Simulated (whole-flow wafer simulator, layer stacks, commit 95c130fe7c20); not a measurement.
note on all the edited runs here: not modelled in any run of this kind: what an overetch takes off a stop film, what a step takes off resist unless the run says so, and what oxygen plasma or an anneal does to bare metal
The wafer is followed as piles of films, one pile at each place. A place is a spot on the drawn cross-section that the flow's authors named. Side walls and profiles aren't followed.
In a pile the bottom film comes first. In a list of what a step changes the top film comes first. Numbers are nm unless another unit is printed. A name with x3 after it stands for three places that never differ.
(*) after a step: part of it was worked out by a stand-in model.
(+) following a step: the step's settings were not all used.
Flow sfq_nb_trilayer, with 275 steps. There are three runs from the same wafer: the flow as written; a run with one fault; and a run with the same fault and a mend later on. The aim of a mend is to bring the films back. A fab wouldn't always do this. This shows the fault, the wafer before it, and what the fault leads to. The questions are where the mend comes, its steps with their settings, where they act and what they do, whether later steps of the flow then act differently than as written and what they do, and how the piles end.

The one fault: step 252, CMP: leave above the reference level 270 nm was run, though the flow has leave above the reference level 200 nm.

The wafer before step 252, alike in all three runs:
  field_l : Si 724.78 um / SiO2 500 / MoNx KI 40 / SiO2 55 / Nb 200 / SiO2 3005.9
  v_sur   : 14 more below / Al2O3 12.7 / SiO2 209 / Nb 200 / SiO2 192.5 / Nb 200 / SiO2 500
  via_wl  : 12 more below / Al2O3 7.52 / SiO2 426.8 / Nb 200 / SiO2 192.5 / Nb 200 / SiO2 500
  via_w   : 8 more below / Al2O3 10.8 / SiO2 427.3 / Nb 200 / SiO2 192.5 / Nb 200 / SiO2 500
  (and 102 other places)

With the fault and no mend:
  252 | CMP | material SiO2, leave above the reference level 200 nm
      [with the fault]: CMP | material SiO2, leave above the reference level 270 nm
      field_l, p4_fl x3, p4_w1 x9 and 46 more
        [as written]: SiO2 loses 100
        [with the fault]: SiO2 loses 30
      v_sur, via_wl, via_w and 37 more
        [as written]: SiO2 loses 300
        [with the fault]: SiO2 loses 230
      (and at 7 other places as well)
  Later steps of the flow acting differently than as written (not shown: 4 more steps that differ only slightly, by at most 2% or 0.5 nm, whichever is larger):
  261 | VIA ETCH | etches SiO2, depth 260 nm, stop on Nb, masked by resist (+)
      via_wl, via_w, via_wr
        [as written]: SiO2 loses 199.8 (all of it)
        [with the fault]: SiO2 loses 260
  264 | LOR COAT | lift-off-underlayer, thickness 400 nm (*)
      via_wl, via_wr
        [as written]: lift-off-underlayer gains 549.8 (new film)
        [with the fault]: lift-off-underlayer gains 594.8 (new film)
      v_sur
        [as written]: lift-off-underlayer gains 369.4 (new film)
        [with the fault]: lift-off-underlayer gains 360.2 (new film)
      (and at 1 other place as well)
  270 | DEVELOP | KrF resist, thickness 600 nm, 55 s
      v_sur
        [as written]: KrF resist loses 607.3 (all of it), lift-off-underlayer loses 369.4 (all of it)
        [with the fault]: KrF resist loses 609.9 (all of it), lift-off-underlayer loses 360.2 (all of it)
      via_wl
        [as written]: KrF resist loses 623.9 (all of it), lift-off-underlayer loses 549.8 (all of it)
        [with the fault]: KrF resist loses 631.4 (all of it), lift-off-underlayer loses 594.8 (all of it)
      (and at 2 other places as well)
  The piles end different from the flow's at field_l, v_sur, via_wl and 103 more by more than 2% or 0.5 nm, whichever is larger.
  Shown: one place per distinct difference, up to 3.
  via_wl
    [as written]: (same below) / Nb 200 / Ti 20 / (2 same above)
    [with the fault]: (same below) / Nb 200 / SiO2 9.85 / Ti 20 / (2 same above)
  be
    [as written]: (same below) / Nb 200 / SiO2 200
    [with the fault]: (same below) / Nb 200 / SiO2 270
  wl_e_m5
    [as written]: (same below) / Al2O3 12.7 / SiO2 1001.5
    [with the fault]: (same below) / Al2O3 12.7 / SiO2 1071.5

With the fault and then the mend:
  The mend stands after step 253.
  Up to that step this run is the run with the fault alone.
  253a | CMP | material SiO2, leave above the reference level 200 nm (the flow's step 252, run once more)
      field_l, v_sur, via_wl and 103 more
        SiO2 loses 70
  Every later step of the flow that is run acts as written at every place that is followed.
  By the end, the piles equal the flow's at every place that both follow.
